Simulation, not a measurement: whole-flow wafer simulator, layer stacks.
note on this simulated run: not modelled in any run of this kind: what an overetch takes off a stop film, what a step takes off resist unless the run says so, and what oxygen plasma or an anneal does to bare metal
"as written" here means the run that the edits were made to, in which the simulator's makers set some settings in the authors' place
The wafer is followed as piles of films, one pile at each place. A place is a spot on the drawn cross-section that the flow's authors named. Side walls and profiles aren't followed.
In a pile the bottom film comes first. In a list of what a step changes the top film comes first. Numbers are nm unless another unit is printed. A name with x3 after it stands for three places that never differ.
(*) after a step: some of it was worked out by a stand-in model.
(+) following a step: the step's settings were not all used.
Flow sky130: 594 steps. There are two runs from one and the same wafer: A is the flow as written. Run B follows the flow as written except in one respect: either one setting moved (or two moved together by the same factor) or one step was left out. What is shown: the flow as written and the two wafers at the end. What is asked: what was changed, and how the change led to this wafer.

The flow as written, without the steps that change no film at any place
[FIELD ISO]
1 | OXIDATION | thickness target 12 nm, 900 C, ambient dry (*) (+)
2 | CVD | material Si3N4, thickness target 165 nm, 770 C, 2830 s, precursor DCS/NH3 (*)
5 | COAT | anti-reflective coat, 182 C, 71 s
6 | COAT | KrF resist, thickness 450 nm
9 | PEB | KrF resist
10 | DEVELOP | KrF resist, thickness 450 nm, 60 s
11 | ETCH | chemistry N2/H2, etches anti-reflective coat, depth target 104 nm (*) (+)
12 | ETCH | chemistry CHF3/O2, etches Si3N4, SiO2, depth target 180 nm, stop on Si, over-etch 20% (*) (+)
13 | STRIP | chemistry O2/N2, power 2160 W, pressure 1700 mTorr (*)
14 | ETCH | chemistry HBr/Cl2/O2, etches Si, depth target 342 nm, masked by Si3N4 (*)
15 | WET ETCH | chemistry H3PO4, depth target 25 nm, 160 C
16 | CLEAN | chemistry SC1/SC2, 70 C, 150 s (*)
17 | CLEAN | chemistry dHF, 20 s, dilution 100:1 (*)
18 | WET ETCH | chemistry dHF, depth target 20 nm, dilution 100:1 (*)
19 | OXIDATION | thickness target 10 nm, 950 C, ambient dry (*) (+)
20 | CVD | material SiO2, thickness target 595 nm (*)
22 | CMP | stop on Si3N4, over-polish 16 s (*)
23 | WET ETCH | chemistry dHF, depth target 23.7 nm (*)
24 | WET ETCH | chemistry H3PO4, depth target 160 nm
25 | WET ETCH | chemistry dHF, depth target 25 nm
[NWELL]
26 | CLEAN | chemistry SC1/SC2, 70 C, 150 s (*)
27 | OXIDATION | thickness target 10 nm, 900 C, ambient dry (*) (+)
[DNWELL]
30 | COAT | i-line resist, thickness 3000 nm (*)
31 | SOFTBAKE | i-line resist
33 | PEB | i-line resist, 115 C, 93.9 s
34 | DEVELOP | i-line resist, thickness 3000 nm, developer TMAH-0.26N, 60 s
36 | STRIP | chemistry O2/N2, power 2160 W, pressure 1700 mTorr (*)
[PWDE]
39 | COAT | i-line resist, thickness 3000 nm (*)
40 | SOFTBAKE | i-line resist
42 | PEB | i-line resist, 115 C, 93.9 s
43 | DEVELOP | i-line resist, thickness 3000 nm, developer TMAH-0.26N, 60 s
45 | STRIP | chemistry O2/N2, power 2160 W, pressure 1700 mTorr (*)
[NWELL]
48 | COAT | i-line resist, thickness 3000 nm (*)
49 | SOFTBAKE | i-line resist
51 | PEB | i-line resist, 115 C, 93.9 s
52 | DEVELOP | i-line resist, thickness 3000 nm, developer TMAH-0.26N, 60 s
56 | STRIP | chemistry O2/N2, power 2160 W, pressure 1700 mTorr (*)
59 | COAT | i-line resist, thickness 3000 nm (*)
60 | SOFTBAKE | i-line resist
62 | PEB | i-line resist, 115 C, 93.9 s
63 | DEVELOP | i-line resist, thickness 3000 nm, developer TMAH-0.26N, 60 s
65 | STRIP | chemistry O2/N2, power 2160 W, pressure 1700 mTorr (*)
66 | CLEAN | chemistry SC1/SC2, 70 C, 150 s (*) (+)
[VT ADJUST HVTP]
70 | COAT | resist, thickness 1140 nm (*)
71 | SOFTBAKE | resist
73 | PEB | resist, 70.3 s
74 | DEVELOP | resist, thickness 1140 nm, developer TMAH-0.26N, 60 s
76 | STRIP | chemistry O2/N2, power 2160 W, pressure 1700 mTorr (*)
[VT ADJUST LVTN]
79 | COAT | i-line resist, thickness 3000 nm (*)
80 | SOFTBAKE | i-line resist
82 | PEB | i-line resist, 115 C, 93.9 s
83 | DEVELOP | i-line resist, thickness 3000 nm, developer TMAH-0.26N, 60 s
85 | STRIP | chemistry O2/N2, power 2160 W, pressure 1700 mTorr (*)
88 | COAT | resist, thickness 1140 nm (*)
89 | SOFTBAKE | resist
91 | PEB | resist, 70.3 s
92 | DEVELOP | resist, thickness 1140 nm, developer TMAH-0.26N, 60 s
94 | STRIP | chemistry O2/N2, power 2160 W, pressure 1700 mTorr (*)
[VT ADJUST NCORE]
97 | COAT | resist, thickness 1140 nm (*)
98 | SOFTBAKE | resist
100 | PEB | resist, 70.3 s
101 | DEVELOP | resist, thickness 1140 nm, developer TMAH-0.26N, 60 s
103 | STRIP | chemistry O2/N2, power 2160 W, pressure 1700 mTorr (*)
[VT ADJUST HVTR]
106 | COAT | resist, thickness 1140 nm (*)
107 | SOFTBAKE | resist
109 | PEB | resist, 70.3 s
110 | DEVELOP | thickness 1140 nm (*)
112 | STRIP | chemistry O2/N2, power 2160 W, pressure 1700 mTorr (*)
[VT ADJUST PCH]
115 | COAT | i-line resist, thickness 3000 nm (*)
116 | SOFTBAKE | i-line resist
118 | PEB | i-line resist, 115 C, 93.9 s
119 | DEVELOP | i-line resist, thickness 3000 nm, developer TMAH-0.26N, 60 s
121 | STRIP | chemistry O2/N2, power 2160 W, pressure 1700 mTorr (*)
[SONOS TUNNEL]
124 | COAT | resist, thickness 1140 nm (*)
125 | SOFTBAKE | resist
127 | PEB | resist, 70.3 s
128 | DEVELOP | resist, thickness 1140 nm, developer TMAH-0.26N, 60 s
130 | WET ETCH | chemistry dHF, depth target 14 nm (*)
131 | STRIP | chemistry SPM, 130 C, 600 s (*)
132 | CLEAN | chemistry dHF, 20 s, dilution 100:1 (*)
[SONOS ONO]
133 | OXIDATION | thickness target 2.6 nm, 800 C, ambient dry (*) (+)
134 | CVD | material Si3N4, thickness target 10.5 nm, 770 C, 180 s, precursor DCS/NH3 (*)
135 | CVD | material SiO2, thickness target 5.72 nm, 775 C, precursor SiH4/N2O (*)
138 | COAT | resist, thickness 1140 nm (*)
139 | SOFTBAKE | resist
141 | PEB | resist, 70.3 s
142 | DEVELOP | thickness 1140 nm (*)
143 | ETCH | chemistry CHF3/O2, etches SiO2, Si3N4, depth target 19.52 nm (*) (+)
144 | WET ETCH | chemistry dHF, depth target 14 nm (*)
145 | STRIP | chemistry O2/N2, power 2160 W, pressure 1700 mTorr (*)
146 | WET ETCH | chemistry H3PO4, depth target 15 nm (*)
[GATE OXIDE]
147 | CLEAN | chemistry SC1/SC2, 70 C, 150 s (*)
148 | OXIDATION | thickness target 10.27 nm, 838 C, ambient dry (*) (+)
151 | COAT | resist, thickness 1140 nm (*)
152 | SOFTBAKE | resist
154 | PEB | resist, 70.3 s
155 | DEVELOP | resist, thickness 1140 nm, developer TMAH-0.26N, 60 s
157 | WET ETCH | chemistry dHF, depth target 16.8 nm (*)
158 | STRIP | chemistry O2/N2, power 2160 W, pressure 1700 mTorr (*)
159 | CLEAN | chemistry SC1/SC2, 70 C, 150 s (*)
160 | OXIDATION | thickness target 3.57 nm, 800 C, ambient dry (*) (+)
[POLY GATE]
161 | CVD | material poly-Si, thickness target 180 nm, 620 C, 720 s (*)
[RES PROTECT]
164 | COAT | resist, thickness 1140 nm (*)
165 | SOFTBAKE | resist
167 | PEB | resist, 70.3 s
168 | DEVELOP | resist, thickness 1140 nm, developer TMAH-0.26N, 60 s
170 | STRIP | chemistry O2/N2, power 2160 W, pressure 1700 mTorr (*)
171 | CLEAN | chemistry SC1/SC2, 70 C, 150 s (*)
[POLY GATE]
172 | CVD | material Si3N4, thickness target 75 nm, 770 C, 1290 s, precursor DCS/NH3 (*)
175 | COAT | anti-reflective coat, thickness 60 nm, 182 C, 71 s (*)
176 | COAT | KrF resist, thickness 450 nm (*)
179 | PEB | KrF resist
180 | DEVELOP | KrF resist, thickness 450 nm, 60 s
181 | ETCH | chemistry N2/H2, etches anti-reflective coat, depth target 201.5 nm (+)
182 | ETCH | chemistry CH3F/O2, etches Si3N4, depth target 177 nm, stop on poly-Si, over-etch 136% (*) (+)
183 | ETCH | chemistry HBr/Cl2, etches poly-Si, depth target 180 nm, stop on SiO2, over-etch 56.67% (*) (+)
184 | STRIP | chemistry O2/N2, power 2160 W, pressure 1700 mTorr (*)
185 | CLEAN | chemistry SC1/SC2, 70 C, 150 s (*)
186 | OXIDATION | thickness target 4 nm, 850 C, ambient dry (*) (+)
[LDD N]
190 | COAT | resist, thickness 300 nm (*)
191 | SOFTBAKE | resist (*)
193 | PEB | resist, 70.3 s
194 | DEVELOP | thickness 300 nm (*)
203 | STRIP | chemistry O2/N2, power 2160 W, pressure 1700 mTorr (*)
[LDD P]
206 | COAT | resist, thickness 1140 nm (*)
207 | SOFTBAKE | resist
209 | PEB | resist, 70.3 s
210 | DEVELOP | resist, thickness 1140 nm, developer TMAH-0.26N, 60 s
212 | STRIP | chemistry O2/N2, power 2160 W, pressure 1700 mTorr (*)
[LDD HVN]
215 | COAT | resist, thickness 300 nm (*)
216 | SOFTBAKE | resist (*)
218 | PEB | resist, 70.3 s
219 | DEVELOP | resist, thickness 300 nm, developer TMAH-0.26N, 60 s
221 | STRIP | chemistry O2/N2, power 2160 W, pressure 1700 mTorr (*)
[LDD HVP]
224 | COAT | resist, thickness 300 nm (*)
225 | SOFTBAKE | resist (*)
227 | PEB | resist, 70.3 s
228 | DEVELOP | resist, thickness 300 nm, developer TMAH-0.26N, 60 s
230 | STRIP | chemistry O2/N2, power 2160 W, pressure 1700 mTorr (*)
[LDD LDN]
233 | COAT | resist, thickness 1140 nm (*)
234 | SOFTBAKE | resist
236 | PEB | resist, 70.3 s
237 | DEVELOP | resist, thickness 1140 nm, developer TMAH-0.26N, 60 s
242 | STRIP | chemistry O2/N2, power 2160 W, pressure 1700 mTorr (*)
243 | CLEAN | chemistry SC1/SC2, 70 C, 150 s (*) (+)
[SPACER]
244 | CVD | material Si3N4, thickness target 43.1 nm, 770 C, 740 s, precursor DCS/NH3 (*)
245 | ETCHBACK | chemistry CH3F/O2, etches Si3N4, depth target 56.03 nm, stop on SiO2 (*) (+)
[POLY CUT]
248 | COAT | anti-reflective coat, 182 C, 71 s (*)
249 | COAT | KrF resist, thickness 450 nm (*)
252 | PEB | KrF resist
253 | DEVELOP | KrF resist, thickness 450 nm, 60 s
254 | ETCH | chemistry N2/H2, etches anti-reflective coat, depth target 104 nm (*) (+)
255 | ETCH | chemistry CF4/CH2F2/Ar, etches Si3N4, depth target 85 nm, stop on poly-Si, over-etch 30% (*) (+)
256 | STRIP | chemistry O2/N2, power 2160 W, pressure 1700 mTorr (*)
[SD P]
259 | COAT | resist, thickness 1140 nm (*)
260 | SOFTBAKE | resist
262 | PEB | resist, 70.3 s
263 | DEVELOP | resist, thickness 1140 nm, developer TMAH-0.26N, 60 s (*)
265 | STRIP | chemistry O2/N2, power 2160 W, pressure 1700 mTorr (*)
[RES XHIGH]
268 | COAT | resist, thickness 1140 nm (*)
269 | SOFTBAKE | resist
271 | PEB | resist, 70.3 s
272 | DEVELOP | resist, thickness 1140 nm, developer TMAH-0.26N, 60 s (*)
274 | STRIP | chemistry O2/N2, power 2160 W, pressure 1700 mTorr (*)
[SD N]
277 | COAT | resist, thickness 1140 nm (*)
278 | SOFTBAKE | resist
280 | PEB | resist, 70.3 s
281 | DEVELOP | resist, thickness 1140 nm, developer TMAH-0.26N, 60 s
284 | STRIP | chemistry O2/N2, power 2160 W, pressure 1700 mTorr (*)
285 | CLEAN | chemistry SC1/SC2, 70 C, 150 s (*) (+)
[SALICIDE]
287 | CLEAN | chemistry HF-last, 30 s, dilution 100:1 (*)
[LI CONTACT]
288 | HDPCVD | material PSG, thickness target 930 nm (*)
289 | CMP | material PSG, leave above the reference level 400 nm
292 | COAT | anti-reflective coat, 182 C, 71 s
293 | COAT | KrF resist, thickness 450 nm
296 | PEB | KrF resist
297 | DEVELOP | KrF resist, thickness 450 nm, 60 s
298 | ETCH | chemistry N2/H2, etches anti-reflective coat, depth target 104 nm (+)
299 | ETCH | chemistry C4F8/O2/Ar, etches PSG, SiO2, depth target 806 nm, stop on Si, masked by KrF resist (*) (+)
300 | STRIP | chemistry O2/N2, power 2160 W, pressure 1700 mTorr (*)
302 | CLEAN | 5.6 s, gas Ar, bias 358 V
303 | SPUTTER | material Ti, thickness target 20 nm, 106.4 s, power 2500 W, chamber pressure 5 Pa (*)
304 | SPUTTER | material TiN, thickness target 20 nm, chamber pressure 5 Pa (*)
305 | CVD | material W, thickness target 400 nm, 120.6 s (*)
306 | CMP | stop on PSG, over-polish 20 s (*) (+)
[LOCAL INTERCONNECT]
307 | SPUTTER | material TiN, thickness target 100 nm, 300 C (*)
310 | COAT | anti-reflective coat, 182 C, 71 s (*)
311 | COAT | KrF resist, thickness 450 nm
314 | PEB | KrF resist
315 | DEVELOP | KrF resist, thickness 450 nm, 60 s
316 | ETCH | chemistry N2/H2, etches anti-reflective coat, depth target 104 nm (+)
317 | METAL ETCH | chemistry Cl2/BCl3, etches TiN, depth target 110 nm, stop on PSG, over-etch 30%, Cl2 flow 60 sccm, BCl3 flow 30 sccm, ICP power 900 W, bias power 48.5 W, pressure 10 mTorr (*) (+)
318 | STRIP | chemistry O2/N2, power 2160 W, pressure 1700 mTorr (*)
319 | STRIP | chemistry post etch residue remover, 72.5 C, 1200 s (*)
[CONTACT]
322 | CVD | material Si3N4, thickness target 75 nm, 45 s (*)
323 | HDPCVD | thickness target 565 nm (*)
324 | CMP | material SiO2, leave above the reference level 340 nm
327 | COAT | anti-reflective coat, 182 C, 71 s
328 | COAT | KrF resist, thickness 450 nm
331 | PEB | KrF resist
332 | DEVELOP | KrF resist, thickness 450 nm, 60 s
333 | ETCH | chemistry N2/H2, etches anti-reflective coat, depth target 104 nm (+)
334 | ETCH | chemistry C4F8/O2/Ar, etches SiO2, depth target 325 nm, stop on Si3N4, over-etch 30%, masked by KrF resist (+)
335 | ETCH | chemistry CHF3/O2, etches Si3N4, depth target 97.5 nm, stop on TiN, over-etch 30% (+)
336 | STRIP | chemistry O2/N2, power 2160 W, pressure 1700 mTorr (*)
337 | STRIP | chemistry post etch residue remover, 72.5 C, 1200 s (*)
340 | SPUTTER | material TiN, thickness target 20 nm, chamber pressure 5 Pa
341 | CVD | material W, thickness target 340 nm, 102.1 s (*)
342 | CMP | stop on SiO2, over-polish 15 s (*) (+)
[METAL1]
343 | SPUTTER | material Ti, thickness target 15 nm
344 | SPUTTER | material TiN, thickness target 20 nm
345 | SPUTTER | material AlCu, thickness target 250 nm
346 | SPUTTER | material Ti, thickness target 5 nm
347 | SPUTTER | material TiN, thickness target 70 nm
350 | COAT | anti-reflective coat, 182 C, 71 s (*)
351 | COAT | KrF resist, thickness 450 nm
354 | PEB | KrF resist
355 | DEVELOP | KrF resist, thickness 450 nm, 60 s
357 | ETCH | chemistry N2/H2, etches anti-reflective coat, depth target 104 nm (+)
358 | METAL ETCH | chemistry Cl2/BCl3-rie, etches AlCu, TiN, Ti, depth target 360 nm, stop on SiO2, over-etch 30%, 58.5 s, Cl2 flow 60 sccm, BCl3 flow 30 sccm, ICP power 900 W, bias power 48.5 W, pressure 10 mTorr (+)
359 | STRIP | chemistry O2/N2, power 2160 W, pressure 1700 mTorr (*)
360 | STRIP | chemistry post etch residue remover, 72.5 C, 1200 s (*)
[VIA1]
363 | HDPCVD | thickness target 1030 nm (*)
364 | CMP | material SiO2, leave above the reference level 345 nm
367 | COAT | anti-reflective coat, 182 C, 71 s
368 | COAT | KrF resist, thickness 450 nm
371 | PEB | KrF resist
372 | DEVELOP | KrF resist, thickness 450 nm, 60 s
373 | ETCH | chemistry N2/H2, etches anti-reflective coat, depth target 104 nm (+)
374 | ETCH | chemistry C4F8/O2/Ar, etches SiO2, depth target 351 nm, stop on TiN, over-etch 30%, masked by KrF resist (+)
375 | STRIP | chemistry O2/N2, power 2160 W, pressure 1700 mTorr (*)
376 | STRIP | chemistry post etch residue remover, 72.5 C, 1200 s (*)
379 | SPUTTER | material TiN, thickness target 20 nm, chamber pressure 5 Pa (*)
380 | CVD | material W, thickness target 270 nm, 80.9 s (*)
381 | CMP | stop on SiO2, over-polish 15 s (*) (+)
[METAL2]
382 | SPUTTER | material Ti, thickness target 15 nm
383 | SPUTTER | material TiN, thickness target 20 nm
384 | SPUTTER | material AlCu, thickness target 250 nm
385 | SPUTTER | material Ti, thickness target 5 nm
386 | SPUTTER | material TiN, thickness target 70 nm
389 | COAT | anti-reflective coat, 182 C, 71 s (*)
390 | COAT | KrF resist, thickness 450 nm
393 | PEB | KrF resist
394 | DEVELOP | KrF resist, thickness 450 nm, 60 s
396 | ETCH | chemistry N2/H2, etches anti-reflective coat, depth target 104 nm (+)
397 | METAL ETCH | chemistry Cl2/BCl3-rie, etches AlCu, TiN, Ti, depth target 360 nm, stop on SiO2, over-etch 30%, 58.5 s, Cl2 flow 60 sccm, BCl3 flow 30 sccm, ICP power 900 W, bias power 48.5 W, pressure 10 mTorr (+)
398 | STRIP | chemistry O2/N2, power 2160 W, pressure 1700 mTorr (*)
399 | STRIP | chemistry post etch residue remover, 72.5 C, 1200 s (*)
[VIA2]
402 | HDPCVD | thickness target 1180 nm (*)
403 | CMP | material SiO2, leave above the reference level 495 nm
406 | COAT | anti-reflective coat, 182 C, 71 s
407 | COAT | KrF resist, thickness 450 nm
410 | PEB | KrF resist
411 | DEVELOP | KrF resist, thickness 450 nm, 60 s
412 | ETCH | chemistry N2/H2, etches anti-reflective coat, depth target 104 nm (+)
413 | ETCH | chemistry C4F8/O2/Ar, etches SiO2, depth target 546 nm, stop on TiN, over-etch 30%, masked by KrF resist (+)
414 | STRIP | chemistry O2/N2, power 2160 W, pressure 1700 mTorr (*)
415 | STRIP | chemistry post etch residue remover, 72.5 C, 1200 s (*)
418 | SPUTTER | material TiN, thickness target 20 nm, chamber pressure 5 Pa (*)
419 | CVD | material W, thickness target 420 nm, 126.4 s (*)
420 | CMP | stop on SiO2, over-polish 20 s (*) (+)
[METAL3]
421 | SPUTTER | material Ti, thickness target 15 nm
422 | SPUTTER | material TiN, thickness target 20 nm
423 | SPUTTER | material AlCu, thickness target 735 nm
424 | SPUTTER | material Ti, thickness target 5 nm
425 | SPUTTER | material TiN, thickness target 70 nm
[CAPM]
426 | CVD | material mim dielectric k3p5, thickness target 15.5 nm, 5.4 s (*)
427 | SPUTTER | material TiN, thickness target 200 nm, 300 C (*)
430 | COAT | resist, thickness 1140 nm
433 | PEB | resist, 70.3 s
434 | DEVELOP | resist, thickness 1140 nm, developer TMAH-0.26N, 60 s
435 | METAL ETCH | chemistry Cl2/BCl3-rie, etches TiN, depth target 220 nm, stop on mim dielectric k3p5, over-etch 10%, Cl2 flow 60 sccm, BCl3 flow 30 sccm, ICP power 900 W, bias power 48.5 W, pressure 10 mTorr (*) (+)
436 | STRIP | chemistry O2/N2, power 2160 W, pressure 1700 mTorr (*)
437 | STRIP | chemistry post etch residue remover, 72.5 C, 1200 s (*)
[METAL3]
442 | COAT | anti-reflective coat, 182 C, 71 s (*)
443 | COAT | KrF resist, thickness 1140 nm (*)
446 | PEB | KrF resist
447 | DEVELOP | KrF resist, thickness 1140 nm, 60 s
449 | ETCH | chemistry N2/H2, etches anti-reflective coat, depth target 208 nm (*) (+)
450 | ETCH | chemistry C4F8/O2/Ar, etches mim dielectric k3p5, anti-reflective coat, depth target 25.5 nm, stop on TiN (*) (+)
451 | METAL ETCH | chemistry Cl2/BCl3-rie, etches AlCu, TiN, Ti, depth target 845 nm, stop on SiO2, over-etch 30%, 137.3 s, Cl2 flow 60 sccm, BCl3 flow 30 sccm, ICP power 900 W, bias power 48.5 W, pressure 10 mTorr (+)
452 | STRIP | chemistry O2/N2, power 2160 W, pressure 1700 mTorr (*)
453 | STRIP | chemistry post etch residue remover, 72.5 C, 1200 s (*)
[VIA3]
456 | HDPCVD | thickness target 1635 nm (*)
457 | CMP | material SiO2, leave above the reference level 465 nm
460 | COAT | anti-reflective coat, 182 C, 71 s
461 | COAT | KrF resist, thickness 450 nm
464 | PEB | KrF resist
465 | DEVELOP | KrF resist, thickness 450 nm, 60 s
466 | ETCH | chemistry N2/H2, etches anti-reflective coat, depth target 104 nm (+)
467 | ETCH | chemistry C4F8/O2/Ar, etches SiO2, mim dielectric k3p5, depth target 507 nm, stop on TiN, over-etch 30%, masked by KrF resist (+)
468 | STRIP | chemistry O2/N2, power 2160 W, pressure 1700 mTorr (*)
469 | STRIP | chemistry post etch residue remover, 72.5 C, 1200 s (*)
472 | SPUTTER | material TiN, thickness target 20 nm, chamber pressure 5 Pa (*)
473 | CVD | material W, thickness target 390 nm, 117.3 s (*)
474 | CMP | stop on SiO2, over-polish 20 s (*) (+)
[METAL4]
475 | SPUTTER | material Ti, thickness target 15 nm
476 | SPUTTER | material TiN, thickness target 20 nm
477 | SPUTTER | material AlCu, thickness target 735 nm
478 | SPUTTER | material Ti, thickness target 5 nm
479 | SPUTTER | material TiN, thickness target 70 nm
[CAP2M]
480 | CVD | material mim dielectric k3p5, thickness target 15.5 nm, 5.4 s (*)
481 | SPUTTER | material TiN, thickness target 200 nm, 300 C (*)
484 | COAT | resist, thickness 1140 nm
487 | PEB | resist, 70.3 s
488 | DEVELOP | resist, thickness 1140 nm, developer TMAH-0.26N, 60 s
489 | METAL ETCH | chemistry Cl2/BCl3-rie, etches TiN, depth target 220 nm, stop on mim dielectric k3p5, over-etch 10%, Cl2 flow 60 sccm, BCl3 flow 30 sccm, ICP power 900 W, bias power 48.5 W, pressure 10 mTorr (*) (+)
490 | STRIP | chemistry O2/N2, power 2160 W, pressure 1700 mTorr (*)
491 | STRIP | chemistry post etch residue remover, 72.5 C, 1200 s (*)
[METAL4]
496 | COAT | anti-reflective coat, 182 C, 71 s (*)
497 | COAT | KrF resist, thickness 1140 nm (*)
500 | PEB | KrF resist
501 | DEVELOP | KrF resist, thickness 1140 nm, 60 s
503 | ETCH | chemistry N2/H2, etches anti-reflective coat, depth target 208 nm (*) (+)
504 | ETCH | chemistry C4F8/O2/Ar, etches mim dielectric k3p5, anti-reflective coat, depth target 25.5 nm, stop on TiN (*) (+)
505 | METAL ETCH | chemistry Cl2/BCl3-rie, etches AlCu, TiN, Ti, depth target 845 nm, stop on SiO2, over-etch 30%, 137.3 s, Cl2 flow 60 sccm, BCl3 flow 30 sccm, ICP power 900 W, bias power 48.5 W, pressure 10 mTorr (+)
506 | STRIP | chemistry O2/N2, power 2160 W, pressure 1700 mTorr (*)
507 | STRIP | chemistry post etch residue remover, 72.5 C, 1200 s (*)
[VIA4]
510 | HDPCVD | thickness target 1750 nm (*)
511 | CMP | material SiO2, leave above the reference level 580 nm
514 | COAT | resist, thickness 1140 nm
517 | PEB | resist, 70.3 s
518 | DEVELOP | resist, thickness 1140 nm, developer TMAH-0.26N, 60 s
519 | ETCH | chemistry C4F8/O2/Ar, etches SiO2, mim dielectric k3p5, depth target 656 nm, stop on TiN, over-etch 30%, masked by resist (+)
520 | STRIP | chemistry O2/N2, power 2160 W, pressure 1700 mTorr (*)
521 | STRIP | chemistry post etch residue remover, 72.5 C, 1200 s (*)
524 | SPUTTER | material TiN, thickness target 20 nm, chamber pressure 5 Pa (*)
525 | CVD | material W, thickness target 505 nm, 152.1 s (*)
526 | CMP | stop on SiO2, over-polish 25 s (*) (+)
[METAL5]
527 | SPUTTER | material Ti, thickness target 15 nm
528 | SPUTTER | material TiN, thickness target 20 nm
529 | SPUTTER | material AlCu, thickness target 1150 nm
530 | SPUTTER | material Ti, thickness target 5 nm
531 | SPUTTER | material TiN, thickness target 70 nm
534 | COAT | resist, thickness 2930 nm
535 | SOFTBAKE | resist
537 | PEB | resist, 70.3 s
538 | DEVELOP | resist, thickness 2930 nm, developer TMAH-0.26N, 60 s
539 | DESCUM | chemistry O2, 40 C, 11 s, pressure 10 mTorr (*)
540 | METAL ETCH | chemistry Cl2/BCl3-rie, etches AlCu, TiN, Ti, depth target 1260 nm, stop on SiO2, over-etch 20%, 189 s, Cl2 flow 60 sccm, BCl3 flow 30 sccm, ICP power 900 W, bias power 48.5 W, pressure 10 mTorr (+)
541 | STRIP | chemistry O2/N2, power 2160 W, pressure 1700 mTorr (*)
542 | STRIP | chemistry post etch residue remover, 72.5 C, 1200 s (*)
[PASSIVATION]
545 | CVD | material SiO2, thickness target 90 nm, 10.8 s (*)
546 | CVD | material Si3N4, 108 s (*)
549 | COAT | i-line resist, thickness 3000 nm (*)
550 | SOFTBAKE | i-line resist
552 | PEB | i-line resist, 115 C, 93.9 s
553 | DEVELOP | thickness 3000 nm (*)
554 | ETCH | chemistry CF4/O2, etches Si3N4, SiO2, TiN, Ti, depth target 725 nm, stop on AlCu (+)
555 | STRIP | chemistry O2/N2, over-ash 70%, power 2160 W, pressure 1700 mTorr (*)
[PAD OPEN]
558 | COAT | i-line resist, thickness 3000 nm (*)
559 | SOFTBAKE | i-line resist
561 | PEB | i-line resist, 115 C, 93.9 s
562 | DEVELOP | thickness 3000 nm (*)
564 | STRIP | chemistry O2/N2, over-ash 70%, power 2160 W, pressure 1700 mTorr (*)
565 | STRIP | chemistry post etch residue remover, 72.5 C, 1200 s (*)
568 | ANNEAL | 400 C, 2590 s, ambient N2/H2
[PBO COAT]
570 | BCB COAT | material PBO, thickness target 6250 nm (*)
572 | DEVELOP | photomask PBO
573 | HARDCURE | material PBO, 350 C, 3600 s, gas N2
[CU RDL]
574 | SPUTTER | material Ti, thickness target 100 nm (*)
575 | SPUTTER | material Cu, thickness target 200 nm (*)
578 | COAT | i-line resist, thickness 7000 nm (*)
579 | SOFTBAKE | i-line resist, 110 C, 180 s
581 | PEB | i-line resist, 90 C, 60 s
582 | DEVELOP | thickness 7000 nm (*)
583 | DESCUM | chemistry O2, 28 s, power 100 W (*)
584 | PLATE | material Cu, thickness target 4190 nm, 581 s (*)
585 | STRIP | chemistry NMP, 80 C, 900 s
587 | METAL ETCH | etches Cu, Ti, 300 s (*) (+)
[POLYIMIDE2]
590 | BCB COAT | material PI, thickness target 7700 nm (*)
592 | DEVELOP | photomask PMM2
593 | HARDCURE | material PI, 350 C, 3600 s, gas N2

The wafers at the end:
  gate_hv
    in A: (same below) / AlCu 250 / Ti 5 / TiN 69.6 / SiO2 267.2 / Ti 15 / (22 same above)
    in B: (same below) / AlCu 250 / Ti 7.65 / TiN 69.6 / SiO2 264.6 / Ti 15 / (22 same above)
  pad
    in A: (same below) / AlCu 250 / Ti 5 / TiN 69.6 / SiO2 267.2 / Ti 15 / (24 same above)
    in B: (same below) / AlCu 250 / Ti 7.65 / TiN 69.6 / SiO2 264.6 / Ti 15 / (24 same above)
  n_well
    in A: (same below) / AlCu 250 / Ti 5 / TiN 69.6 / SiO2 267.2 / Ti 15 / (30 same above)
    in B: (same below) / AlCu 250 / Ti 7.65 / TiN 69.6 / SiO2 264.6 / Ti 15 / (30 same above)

What caused this: step 346, SPUTTER: thickness target 7.65 nm was run, whereas the flow has thickness target 5 nm.
The wafer lets one read it off: gate_hv has Ti 7.65, and step 346 as written asks for 5 nm.

How this came from the change, step by step:
  346 | SPUTTER | material Ti, thickness target 5 nm
      field, active, n_well and 188 more: A Ti gains 5 (new film) | B Ti gains 7.65 (new film)
  358 | METAL ETCH | chemistry Cl2/BCl3-rie, etches AlCu, TiN, Ti, depth target 360 nm, stop on SiO2, over-etch 30%, 58.5 s, Cl2 flow 60 sccm, BCl3 flow 30 sccm, ICP power 900 W, bias power 48.5 W, pressure 10 mTorr (+)
      field, active, gate and 81 more: A TiN loses 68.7 (all of it), Ti loses 5 (all of it), AlCu loses 250 (all of it), TiN loses 20 (all of it), Ti loses 15 (all of it), SiO2 loses 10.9 | B TiN loses 68.7 (all of it), Ti loses 7.65 (all of it), AlCu loses 250 (all of it), TiN loses 20 (all of it), Ti loses 15 (all of it), SiO2 loses 10.7
